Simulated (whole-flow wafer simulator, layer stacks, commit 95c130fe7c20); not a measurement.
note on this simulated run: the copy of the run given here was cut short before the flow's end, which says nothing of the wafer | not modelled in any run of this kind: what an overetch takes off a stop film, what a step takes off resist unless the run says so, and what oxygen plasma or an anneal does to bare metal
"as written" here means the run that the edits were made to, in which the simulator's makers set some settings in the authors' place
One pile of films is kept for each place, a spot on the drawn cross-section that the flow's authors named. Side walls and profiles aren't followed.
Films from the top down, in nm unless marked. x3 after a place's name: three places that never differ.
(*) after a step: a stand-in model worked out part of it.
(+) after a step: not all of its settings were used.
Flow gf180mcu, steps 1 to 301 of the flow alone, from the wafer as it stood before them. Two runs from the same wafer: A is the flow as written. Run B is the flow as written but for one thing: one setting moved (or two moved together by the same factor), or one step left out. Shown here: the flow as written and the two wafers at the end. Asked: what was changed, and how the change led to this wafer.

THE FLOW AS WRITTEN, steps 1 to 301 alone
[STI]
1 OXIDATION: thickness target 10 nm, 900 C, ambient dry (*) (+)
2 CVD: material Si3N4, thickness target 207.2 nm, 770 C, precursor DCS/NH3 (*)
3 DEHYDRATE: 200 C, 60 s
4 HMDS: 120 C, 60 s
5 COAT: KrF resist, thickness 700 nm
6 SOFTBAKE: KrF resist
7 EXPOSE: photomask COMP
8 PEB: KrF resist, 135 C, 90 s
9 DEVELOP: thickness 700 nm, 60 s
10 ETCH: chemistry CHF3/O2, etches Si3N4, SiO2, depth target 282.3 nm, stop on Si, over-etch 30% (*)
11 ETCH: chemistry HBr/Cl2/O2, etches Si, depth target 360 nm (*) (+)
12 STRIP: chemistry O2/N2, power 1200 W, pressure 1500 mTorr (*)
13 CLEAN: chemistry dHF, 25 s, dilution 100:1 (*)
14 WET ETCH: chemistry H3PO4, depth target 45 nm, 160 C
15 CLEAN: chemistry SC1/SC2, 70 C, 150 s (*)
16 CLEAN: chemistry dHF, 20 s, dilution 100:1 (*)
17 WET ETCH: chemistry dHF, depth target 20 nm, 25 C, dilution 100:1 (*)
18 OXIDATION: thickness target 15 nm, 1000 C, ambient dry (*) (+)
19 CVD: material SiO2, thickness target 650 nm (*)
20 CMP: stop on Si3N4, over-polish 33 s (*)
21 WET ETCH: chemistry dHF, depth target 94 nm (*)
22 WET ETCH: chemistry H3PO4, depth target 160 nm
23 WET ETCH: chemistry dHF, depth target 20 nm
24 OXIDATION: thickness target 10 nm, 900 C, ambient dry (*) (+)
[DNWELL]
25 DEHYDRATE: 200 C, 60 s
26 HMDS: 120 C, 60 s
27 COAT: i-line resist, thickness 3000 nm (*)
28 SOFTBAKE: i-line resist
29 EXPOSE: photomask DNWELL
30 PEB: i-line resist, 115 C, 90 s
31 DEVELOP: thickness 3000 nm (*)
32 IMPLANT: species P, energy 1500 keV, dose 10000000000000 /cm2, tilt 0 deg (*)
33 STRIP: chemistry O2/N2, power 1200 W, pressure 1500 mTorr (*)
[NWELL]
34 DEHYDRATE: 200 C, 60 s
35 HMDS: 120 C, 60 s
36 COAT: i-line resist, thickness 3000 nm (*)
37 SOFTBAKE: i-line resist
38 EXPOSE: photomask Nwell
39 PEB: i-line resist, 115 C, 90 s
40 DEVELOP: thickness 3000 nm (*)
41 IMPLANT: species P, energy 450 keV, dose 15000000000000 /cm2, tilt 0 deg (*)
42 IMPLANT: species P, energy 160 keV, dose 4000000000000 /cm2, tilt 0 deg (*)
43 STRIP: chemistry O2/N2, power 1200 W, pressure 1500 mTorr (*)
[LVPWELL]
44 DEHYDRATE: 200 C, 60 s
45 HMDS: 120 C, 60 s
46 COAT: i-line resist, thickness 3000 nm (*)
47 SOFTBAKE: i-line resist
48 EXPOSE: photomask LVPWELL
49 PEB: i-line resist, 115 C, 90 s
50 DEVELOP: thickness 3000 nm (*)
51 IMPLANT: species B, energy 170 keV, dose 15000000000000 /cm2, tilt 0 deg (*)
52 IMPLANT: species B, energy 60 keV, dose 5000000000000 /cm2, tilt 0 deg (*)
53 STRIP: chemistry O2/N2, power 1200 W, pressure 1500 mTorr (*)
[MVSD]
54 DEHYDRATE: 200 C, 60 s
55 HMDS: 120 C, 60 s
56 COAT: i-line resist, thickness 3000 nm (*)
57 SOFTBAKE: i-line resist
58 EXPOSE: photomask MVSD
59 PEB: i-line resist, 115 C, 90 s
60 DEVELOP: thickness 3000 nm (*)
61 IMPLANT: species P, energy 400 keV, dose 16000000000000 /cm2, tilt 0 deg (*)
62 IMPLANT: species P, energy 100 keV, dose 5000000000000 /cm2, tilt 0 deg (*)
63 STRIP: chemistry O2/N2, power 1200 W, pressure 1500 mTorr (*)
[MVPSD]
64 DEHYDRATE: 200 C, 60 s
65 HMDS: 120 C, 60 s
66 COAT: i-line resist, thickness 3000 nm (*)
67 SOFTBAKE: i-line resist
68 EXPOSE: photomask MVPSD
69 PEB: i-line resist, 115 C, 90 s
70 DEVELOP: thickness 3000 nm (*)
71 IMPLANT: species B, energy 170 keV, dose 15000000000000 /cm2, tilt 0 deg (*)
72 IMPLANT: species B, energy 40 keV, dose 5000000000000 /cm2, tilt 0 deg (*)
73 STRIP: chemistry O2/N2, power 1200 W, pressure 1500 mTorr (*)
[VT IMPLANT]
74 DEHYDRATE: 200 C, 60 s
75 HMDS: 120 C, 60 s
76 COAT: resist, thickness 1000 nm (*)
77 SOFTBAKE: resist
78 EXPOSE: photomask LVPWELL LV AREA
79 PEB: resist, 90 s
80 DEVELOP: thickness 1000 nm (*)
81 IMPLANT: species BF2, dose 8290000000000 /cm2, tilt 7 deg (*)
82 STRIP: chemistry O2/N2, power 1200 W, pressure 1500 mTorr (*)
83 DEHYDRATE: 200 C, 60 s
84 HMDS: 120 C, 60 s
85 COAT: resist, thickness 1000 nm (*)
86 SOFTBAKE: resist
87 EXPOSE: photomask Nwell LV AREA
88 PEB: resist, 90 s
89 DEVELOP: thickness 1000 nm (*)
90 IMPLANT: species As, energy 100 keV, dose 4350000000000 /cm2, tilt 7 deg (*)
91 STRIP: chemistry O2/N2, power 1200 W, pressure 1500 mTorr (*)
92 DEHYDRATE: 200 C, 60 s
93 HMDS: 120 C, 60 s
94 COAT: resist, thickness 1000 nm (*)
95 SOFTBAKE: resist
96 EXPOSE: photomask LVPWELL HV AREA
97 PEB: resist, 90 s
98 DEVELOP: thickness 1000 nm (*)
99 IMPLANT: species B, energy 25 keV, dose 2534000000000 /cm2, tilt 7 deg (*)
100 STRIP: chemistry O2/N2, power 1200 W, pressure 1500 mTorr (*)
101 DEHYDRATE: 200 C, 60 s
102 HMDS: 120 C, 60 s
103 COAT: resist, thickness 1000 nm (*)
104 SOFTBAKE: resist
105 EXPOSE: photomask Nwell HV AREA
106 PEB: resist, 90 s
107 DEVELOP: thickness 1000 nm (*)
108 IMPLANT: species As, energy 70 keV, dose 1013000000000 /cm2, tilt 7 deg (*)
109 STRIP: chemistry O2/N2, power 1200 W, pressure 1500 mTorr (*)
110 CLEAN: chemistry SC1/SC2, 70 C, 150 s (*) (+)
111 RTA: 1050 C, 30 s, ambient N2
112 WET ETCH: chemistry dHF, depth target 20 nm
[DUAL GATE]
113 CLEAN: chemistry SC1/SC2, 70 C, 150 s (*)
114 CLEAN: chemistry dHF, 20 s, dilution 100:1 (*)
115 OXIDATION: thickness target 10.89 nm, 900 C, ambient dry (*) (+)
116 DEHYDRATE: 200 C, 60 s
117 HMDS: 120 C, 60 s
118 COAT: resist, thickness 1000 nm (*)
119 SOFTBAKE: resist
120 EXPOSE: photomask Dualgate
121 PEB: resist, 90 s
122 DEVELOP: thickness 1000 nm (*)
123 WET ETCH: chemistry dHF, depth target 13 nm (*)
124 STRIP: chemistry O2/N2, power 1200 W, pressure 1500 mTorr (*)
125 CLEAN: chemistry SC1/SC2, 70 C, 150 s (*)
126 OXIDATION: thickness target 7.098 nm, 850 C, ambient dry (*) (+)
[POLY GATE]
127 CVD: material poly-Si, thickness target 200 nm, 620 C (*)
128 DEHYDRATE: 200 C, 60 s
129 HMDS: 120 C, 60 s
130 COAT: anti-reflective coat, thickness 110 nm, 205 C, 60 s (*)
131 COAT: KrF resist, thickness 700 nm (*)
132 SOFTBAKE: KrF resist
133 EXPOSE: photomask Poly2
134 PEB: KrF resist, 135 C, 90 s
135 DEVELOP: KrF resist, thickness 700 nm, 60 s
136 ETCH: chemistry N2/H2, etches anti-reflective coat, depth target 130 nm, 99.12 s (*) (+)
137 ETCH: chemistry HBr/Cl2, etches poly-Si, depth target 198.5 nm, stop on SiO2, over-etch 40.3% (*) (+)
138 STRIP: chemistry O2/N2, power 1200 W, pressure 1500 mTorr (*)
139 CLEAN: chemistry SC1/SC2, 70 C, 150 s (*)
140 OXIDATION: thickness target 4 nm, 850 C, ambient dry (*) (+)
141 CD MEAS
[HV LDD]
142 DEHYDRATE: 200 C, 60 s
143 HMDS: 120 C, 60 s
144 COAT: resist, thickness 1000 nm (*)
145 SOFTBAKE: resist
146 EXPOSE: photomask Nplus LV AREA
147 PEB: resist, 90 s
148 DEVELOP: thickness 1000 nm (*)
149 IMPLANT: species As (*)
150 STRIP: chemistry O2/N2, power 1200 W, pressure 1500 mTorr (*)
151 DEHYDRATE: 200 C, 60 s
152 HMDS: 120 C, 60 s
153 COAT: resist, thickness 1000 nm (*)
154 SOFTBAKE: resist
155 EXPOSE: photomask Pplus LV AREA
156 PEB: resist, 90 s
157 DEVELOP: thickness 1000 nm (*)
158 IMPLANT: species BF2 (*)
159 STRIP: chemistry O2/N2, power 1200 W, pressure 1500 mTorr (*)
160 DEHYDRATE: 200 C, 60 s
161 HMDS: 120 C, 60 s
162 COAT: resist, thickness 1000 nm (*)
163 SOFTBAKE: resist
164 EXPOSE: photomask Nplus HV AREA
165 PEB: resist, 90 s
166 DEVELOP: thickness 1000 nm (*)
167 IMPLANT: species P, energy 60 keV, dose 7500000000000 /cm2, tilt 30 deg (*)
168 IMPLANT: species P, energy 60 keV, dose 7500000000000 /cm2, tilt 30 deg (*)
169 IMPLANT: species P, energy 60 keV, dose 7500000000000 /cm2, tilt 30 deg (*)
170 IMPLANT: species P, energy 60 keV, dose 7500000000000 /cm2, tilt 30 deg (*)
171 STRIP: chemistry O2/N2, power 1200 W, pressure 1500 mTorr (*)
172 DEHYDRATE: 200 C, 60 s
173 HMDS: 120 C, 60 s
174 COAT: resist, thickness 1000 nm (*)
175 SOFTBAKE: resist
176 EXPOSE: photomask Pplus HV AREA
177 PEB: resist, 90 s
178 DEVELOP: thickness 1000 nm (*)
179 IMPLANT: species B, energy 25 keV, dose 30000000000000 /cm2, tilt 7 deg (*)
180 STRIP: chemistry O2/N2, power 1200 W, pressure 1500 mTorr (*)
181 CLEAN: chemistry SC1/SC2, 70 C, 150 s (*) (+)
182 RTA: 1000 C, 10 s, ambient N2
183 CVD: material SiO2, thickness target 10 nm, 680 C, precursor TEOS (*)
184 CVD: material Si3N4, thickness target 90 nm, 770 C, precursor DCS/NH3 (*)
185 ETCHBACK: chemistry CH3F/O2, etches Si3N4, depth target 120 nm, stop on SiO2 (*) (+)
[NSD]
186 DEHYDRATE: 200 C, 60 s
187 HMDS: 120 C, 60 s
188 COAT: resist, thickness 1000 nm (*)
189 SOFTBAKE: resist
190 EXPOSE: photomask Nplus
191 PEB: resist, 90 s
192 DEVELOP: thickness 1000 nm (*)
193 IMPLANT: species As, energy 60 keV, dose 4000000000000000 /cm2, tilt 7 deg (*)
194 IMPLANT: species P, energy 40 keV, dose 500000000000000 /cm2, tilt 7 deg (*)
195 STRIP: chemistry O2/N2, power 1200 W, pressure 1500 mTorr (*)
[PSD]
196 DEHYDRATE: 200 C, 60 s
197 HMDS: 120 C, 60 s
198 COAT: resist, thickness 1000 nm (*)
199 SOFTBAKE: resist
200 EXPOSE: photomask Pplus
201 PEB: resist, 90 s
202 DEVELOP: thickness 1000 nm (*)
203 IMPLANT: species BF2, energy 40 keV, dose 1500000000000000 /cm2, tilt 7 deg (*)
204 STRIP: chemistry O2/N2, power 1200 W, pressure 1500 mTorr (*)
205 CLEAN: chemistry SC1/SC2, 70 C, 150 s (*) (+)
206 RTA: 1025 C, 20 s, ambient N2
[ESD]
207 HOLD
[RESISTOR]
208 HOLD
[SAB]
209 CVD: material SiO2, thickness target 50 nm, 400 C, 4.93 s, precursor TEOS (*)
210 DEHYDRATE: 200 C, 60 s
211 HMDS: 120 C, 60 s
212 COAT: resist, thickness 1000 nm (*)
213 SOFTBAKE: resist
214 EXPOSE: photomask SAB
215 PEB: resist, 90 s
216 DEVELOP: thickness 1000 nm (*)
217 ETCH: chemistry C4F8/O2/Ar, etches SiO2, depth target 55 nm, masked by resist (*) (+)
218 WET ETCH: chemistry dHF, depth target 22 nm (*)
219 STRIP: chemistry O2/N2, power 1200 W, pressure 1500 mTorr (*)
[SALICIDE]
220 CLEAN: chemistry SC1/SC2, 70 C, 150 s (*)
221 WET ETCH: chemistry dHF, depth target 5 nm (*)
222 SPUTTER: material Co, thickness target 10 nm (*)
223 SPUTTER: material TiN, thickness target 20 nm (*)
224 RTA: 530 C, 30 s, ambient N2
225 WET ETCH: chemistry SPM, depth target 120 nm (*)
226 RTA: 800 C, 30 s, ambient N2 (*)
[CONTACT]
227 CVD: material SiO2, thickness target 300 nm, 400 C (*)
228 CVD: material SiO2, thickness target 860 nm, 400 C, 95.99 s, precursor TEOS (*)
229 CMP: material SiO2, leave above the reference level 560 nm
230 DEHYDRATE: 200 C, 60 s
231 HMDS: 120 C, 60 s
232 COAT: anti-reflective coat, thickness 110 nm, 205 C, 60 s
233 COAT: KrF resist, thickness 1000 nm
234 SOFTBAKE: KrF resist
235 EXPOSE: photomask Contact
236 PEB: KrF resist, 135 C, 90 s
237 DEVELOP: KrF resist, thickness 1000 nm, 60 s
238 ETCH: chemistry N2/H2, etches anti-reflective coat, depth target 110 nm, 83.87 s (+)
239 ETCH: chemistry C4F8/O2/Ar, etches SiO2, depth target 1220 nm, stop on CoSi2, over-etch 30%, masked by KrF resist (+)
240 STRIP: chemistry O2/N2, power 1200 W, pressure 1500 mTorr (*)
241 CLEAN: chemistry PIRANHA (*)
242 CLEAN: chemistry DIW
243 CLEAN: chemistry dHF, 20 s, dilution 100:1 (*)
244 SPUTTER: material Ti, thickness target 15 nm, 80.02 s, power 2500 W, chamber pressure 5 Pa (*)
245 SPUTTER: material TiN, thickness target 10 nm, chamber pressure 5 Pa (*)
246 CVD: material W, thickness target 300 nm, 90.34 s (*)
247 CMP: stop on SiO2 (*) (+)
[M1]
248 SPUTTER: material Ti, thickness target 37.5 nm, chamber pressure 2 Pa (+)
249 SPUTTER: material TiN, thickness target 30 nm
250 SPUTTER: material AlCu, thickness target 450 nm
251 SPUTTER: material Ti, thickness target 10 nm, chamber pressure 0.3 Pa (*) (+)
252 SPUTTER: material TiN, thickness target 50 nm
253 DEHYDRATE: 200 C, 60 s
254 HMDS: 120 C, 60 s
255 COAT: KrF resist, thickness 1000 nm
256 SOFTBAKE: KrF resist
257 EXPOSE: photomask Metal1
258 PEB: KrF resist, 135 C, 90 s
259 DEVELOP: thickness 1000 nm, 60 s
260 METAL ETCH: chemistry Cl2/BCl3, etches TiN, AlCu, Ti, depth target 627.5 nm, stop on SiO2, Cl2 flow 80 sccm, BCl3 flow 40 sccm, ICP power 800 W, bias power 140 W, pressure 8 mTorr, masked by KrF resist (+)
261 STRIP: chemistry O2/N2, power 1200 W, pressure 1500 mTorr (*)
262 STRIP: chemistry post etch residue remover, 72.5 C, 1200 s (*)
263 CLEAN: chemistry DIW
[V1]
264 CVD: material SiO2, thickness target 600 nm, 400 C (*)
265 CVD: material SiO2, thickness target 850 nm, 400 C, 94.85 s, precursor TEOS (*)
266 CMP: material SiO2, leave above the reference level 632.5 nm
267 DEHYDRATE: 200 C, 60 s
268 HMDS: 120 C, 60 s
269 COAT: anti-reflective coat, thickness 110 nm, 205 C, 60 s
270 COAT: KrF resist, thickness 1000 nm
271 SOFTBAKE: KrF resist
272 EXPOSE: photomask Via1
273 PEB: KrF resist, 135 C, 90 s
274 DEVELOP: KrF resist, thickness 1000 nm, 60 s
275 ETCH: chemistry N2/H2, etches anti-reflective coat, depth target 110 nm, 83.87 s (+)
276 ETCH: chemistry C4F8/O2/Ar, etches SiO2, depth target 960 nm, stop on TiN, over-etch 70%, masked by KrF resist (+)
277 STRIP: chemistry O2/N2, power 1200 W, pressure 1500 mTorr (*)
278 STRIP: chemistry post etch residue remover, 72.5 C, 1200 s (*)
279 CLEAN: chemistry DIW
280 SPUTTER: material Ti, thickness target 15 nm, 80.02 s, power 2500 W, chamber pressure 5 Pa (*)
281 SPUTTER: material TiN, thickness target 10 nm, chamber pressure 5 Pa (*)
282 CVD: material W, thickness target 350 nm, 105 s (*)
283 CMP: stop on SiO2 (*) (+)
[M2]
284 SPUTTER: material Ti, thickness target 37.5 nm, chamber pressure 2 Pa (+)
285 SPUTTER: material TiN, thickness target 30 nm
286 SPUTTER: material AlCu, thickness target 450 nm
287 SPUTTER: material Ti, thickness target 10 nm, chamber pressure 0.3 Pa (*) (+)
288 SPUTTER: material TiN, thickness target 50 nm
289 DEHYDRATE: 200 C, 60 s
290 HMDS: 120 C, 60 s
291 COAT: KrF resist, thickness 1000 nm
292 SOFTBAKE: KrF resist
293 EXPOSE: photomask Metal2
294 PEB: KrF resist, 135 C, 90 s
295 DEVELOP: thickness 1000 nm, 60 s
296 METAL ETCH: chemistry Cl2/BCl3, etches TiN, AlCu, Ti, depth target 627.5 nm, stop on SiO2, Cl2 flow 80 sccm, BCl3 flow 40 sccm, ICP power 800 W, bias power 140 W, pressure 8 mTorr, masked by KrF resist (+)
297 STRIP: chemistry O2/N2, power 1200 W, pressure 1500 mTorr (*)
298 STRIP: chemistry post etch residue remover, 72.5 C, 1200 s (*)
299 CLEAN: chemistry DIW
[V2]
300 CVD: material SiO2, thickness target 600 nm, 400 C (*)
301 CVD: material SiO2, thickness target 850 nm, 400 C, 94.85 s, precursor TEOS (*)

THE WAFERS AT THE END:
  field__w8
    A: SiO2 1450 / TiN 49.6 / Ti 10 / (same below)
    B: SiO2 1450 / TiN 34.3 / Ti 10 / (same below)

The cause: step 288, SPUTTER: thickness target 34.7 nm was run, where the flow has thickness target 50 nm.

How the change led to this, step by step:
  288 SPUTTER: material TiN, thickness target 50 nm
      field, field__w1, field__w2 and 108 more: A TiN +50 (new film) | B TiN +34.7 (new film)
  296 METAL ETCH: chemistry Cl2/BCl3, etches TiN, AlCu, Ti, depth target 627.5 nm, stop on SiO2, Cl2 flow 80 sccm, BCl3 flow 40 sccm, ICP power 800 W, bias power 140 W, pressure 8 mTorr, masked by KrF resist (+)
      field, field__w1, field__w2 and 103 more: A TiN -50 (all of it), Ti -10 (all of it), AlCu -450 (all of it), TiN -30 (all of it), Ti -37.5 (all of it) | B TiN -34.7 (all of it), Ti -10 (all of it), AlCu -450 (all of it), TiN -30 (all of it), Ti -37.5 (all of it)
